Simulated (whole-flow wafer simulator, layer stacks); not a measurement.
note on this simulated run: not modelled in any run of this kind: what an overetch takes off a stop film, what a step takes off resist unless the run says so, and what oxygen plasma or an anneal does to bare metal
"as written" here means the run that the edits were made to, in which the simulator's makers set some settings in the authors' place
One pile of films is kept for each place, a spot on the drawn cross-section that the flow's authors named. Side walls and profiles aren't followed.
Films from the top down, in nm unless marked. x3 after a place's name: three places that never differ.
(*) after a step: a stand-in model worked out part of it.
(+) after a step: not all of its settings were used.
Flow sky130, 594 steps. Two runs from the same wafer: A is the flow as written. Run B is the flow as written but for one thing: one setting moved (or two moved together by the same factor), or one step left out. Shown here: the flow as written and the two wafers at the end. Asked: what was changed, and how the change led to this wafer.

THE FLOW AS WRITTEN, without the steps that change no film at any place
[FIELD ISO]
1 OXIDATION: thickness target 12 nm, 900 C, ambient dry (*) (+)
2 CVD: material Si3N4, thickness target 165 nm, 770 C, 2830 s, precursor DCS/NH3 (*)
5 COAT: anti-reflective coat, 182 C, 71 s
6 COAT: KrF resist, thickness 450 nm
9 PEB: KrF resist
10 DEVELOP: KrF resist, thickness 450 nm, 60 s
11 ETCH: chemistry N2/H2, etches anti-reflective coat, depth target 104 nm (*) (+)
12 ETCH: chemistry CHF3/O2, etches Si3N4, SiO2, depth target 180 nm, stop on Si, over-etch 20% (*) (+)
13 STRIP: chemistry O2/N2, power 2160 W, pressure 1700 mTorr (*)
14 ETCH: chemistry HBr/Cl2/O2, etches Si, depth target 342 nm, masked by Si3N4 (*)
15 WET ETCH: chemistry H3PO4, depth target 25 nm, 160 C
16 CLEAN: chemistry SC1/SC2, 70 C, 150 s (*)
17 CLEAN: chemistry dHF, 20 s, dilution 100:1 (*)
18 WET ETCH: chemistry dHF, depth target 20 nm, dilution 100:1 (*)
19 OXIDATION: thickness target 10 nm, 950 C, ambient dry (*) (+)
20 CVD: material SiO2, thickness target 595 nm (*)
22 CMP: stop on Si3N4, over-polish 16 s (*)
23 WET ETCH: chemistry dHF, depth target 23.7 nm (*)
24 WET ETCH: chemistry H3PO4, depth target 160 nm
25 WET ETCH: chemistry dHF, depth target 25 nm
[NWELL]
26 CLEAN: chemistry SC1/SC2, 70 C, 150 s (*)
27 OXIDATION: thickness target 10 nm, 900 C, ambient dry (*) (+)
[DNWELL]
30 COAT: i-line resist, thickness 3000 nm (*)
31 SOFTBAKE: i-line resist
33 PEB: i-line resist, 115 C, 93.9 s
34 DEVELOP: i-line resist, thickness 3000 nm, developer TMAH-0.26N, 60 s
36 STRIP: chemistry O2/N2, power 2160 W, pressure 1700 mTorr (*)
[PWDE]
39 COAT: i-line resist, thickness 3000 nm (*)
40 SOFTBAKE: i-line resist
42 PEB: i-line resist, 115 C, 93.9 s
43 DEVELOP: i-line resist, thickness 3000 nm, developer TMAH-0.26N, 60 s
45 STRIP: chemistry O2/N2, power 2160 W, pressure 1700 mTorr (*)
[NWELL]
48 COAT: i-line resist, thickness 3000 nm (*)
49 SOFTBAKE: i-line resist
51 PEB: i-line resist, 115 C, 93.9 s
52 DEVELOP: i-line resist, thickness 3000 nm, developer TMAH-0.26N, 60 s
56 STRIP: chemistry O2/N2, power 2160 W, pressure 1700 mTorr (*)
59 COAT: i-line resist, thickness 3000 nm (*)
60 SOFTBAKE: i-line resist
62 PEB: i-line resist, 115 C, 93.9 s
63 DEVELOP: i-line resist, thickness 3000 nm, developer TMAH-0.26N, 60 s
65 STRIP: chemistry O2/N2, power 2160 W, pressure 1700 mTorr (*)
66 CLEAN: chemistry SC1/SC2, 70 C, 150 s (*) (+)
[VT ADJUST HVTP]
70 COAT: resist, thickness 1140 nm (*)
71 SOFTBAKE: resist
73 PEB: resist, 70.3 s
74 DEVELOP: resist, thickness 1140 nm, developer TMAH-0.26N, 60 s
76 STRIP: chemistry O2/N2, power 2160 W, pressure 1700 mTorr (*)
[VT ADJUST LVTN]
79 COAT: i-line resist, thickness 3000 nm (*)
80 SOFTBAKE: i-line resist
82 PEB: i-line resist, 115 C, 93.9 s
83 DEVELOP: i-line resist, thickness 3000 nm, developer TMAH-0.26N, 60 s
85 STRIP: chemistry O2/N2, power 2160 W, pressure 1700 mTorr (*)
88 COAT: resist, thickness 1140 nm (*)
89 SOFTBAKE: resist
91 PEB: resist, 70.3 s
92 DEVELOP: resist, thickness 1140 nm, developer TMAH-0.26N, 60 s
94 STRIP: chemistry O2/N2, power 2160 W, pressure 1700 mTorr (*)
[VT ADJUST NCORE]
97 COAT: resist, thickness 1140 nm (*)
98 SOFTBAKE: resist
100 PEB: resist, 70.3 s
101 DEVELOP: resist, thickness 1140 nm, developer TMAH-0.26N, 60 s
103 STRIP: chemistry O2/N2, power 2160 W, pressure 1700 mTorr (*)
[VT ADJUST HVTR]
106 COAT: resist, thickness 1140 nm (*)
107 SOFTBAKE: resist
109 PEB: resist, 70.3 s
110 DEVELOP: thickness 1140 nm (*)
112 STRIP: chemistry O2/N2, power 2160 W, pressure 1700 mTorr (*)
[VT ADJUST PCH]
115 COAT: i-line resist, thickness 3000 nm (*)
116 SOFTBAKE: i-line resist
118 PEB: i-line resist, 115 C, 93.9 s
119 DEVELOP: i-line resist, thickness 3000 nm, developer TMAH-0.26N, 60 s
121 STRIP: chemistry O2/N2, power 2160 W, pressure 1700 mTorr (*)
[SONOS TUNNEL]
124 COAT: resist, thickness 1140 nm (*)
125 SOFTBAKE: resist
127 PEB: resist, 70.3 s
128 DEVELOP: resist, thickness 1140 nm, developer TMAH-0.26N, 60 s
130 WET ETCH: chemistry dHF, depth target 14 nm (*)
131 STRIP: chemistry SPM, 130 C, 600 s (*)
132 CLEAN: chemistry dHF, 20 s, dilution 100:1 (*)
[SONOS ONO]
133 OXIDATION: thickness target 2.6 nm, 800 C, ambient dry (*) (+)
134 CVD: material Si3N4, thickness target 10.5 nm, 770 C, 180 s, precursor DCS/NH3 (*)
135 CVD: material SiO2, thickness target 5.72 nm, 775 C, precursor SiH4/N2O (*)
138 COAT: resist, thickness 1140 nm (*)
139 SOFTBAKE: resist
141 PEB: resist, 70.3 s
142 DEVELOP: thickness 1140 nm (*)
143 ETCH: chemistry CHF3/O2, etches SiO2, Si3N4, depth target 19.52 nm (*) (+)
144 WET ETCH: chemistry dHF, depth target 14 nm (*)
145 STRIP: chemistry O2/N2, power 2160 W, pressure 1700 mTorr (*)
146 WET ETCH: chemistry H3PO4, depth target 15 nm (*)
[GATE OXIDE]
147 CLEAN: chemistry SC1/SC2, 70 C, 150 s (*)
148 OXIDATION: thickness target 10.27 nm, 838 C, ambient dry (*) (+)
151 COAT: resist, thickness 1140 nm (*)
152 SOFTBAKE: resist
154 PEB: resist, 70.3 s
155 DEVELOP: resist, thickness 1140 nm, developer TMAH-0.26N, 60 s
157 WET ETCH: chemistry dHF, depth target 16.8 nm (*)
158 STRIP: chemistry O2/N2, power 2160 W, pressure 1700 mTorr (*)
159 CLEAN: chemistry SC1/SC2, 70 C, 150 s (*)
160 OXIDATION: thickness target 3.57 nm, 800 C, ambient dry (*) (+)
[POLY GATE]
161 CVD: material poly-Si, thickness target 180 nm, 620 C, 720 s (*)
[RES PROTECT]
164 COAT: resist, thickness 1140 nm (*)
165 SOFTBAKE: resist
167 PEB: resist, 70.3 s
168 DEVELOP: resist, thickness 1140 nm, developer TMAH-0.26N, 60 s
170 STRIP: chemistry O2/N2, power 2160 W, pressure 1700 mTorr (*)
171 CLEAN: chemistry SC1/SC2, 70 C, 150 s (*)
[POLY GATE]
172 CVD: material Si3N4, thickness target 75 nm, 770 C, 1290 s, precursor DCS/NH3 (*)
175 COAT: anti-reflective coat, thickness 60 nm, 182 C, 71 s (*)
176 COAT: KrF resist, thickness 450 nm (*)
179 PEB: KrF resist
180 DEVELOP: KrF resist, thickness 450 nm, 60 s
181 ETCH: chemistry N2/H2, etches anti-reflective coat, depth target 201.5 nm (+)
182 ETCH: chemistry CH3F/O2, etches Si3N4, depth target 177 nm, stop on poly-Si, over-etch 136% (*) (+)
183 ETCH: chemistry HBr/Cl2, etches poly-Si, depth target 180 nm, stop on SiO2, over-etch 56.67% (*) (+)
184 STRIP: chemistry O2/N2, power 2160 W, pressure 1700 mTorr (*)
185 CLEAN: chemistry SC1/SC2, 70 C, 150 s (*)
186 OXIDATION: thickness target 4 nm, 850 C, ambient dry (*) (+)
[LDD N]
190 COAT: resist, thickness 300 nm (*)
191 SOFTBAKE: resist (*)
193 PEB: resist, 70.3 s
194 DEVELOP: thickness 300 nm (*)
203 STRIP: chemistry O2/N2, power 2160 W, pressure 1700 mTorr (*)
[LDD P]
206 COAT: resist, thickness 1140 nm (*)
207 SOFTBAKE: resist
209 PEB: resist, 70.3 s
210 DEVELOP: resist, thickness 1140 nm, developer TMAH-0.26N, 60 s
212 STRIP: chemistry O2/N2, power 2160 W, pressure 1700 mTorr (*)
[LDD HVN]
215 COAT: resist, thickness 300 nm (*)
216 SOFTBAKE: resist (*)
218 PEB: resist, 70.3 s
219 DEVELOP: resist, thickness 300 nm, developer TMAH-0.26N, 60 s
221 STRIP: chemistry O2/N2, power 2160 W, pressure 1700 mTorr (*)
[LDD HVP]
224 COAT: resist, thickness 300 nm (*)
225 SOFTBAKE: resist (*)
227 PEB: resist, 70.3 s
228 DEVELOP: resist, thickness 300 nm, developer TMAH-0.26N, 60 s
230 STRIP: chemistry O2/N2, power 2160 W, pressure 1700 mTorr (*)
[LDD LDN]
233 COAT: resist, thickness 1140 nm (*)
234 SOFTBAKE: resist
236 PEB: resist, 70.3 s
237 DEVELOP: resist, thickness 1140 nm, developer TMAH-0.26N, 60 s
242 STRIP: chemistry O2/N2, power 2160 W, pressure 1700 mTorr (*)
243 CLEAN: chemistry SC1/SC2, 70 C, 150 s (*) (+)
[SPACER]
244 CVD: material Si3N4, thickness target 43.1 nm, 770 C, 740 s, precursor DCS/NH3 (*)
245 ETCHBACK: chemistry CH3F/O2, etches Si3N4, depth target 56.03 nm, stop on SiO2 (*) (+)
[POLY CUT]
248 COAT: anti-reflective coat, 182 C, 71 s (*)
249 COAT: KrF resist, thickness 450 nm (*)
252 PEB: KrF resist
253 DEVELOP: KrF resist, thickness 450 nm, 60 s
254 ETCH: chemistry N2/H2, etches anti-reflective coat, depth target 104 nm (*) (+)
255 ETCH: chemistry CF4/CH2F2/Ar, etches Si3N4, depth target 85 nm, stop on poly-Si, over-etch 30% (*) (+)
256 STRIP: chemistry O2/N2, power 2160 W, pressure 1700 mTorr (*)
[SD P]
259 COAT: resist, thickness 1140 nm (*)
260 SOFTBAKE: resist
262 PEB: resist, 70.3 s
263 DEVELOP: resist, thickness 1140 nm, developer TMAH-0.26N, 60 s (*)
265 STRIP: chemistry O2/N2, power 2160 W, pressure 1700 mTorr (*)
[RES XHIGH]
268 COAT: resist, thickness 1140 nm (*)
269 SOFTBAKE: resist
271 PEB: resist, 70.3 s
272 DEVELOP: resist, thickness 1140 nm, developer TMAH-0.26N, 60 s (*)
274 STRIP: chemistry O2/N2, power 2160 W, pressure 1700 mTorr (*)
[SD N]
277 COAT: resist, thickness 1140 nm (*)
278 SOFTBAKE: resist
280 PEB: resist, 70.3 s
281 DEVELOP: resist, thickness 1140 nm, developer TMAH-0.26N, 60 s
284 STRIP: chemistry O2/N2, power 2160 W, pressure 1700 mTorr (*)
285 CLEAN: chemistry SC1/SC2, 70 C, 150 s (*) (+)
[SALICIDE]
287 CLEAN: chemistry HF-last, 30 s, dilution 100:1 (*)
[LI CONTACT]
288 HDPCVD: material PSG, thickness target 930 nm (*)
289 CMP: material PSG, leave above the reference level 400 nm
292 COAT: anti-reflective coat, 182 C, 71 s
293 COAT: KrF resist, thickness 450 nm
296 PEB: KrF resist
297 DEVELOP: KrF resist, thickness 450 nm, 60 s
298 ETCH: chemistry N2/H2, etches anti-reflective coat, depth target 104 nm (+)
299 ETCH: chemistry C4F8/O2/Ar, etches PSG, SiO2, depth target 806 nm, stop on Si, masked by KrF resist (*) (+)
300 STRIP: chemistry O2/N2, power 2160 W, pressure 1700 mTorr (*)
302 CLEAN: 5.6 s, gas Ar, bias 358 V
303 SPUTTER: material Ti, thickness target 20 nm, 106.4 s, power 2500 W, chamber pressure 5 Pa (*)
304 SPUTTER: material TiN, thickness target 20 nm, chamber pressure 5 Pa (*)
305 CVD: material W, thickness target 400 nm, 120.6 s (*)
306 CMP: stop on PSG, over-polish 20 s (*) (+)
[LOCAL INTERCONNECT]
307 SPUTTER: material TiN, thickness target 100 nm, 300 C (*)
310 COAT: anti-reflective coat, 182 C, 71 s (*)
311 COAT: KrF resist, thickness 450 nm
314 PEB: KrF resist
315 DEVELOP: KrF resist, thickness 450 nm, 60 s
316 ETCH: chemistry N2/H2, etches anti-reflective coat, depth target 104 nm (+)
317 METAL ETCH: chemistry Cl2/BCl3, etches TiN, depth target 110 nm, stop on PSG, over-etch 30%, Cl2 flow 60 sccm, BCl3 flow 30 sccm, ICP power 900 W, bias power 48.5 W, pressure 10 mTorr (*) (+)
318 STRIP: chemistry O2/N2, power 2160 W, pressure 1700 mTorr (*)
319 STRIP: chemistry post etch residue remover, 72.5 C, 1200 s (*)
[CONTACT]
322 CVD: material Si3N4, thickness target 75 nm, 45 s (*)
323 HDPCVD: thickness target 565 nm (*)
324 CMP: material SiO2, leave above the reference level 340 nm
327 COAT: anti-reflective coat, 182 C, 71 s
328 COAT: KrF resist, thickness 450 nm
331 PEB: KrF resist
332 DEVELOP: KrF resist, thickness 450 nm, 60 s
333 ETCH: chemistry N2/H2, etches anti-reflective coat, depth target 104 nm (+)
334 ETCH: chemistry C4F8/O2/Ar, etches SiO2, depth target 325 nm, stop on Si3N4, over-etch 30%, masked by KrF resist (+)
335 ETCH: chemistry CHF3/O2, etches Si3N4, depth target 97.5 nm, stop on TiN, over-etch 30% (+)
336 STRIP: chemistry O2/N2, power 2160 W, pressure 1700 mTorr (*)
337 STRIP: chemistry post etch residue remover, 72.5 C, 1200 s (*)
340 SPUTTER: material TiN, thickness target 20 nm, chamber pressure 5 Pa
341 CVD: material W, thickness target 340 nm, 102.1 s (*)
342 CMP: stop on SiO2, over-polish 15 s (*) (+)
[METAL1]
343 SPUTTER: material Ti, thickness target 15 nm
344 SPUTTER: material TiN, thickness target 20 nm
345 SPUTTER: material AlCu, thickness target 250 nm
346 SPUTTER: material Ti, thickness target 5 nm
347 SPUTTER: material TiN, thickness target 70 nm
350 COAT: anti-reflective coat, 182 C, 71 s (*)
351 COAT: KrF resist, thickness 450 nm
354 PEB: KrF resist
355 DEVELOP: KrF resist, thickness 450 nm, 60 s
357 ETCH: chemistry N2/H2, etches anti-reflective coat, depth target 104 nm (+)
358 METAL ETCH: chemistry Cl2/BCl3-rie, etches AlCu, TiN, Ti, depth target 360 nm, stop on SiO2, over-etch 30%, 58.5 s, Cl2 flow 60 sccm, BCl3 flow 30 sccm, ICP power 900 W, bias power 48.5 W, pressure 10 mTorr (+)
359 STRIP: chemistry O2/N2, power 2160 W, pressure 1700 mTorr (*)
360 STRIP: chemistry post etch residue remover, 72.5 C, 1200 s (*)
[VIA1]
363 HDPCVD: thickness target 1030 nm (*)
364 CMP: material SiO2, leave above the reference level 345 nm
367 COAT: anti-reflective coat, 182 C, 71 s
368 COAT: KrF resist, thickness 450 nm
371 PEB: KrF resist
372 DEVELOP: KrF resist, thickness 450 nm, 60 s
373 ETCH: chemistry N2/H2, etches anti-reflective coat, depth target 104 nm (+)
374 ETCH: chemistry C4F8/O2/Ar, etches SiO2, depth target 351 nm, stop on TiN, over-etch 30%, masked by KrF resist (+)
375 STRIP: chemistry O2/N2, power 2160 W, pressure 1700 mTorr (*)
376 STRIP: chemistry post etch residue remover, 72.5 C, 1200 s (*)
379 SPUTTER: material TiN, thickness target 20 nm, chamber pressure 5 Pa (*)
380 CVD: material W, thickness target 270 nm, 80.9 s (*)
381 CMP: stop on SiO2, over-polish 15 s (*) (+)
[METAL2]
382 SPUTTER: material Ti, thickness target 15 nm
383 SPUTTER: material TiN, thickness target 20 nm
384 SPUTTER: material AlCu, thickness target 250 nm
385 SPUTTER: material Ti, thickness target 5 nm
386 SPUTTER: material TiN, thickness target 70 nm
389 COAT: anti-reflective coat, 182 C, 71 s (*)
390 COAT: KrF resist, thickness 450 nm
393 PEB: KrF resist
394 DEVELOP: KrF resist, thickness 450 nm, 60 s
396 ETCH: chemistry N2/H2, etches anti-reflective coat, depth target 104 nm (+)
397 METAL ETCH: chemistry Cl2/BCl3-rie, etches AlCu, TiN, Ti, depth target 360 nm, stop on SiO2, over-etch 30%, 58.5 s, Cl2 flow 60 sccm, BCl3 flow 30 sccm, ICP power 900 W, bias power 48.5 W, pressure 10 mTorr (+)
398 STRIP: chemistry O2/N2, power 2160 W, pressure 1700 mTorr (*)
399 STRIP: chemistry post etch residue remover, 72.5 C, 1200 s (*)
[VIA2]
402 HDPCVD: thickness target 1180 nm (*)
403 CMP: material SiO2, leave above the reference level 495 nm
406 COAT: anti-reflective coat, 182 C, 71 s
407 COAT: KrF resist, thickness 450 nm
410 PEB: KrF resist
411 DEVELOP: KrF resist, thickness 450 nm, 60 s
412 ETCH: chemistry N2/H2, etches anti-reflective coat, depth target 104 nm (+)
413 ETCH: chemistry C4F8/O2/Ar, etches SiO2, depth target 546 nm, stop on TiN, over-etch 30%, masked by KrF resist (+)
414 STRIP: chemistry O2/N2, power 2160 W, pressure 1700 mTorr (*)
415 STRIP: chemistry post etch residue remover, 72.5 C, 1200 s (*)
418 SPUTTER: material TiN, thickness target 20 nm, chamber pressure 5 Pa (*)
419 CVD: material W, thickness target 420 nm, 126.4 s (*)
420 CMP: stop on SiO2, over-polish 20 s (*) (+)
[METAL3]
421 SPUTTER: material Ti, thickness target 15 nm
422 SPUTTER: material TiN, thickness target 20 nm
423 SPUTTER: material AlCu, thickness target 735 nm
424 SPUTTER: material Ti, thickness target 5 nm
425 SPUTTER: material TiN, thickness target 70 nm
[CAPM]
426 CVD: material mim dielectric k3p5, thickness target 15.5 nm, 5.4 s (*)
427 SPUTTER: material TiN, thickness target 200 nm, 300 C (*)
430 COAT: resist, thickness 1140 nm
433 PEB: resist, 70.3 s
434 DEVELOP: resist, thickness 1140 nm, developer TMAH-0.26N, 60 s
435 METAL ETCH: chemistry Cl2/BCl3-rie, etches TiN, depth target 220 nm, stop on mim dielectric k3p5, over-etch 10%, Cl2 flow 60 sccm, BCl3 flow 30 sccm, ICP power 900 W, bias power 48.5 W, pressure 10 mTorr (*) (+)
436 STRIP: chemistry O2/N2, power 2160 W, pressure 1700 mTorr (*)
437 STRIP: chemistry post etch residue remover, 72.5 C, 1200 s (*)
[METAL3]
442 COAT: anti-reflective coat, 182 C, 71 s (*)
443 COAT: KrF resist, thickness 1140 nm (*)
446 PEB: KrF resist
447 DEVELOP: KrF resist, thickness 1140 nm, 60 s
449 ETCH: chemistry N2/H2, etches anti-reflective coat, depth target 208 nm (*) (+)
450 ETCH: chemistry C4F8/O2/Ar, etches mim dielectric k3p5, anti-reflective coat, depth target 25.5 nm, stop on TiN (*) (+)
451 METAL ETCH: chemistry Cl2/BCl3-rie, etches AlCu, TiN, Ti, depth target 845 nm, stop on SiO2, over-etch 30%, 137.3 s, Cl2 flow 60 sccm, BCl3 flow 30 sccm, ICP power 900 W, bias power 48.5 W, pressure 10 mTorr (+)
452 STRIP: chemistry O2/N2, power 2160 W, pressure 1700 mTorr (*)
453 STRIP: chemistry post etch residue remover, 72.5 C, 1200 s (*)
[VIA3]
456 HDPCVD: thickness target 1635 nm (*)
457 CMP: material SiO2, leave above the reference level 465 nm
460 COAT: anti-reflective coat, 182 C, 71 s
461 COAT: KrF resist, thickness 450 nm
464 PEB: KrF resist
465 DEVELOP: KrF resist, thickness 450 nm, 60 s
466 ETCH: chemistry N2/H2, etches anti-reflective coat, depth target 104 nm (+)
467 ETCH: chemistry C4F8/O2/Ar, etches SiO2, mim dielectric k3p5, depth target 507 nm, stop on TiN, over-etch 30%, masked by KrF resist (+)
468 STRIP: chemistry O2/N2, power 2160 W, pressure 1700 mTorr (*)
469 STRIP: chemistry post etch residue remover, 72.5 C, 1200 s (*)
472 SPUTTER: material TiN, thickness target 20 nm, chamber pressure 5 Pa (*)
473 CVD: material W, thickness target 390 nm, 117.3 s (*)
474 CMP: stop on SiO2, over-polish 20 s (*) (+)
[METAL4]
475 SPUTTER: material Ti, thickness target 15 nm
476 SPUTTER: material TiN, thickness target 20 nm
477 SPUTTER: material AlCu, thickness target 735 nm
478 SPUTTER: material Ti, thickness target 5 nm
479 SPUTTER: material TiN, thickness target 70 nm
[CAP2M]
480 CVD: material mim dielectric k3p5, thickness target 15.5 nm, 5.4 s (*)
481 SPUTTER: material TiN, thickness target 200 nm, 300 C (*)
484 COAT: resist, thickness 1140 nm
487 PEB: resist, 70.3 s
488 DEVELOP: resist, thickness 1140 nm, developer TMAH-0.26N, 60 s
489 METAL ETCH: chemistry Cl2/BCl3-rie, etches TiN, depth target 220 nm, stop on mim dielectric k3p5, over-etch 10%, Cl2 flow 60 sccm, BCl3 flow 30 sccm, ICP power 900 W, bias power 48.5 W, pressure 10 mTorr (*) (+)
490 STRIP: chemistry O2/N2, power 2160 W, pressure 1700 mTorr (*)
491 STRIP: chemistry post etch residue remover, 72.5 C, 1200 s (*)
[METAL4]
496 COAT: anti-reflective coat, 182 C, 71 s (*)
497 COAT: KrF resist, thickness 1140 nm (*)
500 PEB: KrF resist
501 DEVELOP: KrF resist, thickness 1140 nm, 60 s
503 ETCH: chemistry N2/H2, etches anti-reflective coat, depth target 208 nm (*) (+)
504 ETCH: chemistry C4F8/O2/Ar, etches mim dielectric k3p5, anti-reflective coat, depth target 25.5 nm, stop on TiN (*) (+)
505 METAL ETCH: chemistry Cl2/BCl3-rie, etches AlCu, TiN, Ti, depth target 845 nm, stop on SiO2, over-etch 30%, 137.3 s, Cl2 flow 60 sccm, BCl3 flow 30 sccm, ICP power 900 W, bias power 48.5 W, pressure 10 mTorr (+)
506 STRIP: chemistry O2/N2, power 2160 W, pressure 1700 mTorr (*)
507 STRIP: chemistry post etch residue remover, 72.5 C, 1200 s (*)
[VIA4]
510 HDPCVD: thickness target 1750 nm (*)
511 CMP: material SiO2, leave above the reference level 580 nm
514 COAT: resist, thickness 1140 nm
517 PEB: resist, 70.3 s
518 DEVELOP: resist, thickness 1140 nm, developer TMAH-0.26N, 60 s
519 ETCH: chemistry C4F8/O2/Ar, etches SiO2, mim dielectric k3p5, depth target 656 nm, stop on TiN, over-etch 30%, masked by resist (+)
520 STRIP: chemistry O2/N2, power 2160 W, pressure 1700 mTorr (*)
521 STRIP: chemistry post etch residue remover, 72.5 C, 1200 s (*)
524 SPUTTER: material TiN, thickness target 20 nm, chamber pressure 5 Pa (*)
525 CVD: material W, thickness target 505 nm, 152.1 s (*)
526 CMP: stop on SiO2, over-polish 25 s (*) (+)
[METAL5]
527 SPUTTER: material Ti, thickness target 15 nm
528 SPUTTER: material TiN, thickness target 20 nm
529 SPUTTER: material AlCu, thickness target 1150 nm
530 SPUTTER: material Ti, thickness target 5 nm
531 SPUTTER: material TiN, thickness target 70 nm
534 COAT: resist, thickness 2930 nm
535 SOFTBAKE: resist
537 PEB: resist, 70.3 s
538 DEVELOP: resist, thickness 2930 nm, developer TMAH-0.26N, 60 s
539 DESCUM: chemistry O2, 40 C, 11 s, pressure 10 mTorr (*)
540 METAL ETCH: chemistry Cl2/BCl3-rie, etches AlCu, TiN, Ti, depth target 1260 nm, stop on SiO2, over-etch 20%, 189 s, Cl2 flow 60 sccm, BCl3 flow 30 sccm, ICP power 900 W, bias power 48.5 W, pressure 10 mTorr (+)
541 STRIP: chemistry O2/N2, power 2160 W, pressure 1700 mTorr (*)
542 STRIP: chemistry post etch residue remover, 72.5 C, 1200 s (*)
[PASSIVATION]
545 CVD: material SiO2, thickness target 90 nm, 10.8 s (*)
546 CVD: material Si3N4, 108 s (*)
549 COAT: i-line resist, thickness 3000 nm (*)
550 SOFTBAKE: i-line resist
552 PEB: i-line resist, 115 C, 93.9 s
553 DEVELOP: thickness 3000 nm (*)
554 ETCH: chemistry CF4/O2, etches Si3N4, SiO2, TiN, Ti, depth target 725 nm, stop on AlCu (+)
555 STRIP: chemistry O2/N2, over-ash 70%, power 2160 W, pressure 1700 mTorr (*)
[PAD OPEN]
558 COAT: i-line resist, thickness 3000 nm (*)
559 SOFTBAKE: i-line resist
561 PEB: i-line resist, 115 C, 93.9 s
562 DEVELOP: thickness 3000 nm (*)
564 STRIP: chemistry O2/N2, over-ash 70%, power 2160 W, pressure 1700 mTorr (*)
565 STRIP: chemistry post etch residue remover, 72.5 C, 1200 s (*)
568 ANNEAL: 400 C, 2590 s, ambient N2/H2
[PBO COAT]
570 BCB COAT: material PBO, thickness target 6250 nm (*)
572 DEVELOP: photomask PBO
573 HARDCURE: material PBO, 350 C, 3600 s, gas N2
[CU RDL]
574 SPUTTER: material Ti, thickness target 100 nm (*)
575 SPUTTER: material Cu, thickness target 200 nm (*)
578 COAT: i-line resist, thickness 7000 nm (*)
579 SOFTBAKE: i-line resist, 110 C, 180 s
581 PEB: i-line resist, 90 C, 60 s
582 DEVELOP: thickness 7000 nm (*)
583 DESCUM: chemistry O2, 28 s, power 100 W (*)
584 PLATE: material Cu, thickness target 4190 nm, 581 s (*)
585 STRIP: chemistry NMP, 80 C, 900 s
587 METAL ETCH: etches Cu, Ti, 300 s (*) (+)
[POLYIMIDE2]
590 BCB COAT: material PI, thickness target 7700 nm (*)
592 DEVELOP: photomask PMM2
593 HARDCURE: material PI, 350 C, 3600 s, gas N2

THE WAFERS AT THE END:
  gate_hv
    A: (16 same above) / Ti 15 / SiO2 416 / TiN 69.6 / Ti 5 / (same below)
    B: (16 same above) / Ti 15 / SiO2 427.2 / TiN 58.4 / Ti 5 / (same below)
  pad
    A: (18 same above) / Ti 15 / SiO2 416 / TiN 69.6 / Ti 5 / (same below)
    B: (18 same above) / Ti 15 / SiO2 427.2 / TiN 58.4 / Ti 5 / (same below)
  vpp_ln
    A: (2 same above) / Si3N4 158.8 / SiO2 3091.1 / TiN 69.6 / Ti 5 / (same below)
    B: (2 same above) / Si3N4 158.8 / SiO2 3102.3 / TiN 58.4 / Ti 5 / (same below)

The cause: step 386, SPUTTER: thickness target 58.8 nm was run, where the flow has thickness target 70 nm.

How the change led to this, step by step:
  386 SPUTTER: material TiN, thickness target 70 nm
      field, active, n_well and 188 more: A TiN +70 (new film) | B TiN +58.8 (new film)
  397 METAL ETCH: chemistry Cl2/BCl3-rie, etches AlCu, TiN, Ti, depth target 360 nm, stop on SiO2, over-etch 30%, 58.5 s, Cl2 flow 60 sccm, BCl3 flow 30 sccm, ICP power 900 W, bias power 48.5 W, pressure 10 mTorr (+)
      field, active, gate and 82 more: A TiN -68.7 (all of it), Ti -5 (all of it), AlCu -250 (all of it), TiN -20 (all of it), Ti -15 (all of it), SiO2 -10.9 | B TiN -57.5 (all of it), Ti -5 (all of it), AlCu -250 (all of it), TiN -20 (all of it), Ti -15 (all of it), SiO2 -12.1
  413 ETCH: chemistry C4F8/O2/Ar, etches SiO2, depth target 546 nm, stop on TiN, over-etch 30%, masked by KrF resist (+)
      m1: A SiO2 -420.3 (all of it) | B SiO2 -431.5 (all of it)
      via2_hole: A SiO2 -419.8 (all of it) | B SiO2 -431 (all of it)
